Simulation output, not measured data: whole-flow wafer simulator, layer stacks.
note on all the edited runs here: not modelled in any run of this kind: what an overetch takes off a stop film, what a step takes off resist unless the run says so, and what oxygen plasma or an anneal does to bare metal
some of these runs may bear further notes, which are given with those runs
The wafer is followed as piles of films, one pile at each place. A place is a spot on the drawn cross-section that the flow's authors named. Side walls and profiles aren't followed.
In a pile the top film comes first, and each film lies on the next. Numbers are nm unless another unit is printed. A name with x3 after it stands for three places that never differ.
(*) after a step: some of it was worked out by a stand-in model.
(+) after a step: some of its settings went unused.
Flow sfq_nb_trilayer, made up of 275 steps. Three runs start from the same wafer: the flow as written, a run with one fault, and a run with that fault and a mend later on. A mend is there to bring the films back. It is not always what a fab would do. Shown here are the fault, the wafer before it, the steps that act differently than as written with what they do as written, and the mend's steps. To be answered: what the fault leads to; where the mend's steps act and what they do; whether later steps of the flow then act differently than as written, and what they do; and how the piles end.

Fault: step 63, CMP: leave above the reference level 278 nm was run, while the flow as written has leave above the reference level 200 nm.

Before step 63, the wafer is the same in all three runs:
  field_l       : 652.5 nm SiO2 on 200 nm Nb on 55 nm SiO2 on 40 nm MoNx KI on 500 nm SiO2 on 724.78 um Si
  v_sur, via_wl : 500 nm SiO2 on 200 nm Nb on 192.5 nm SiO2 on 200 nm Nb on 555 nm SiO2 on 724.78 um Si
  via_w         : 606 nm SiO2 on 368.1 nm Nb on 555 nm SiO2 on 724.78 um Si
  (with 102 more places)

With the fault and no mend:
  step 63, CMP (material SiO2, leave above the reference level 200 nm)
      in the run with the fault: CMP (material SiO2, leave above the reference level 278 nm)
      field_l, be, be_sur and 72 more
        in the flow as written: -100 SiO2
        in the run with the fault: -22 SiO2
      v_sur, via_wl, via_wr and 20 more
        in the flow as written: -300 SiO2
        in the run with the fault: -222 SiO2
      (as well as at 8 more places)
  Later steps of the flow acting differently than as written (not shown: 4 more steps that differ only slightly, by at most 2% or 0.5 nm, whichever is larger):
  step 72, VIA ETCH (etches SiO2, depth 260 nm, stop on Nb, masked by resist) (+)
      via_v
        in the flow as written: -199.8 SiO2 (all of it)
        in the run with the fault: -260 SiO2
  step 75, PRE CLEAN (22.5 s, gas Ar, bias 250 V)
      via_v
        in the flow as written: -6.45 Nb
        in the run with the fault: -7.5 SiO2
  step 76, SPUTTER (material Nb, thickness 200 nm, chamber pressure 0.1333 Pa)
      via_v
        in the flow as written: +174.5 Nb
        in the run with the fault: +163.1 Nb (new film)
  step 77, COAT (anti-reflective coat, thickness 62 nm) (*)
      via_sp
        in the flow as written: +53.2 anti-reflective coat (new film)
        in the run with the fault: +51.9 anti-reflective coat (new film)
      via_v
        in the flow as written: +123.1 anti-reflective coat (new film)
        in the run with the fault: +136.1 anti-reflective coat (new film)
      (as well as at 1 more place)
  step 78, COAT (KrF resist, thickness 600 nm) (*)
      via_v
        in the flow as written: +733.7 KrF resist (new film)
        in the run with the fault: +783.4 KrF resist (new film)
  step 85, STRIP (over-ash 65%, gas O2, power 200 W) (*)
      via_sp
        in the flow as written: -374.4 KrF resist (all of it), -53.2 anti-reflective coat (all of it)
        in the run with the fault: -370.4 KrF resist (all of it), -51.9 anti-reflective coat (all of it)
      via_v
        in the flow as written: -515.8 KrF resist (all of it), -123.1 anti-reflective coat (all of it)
        in the run with the fault: -565.3 KrF resist (all of it), -136.1 anti-reflective coat (all of it)
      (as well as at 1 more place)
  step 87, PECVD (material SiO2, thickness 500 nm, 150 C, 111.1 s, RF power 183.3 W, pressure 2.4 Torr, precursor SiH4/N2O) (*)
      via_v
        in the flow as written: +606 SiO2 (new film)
        in the run with the fault: +678.7 SiO2 (new film)
  By the end, the piles at field_l, v_sur, via_wl and 103 more depart from the flow's by more than 2% or 0.5 nm, whichever is larger.
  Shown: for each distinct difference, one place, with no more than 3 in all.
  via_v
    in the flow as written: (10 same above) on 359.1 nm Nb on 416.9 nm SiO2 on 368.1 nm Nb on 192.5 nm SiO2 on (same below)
    in the run with the fault: (10 same above) on 359.1 nm Nb on 489.6 nm SiO2 on 163.1 nm Nb on 10.3 nm SiO2 on 200 nm Nb on 192.5 nm SiO2 on (same below)
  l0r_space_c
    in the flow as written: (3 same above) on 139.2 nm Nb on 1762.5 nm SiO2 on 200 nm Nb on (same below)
    in the run with the fault: (3 same above) on 139.2 nm Nb on 1840.5 nm SiO2 on 200 nm Nb on (same below)
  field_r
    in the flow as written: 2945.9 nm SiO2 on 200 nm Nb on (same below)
    in the run with the fault: 3023.9 nm SiO2 on 200 nm Nb on (same below)

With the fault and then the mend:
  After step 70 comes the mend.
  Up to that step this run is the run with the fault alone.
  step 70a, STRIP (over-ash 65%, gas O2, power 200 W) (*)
      field_l, v_sur, via_wl and 102 more
        -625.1 KrF resist (all of it), -62 anti-reflective coat (all of it)
      via_v
        -62 anti-reflective coat (all of it)
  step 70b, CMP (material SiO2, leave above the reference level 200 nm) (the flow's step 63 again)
      field_l, v_sur, via_wl and 103 more
        -78 SiO2
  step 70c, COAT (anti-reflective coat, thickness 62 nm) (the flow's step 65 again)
      field_l, v_sur, via_wl and 103 more
        +62 anti-reflective coat (new film)
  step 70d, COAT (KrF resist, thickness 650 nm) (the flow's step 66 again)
      field_l, v_sur, via_wl and 103 more
        +650 KrF resist (new film)
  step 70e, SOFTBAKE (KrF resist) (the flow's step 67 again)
      leaves every film unchanged at each place that is followed
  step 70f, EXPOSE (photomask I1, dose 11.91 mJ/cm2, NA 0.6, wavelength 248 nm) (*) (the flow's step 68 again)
      leaves every film unchanged at each place that is followed
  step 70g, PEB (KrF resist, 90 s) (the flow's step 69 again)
      field_l, v_sur, via_wl and 103 more
        -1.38 KrF resist
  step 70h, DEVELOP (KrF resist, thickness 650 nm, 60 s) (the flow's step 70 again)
      field_l, v_sur, via_wl and 102 more
        -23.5 KrF resist
      via_v
        -648.6 KrF resist (all of it)
  Later steps of the flow that are run all act as written at every place that is followed.
  At every place that both follow, the piles at the end match the flow's.
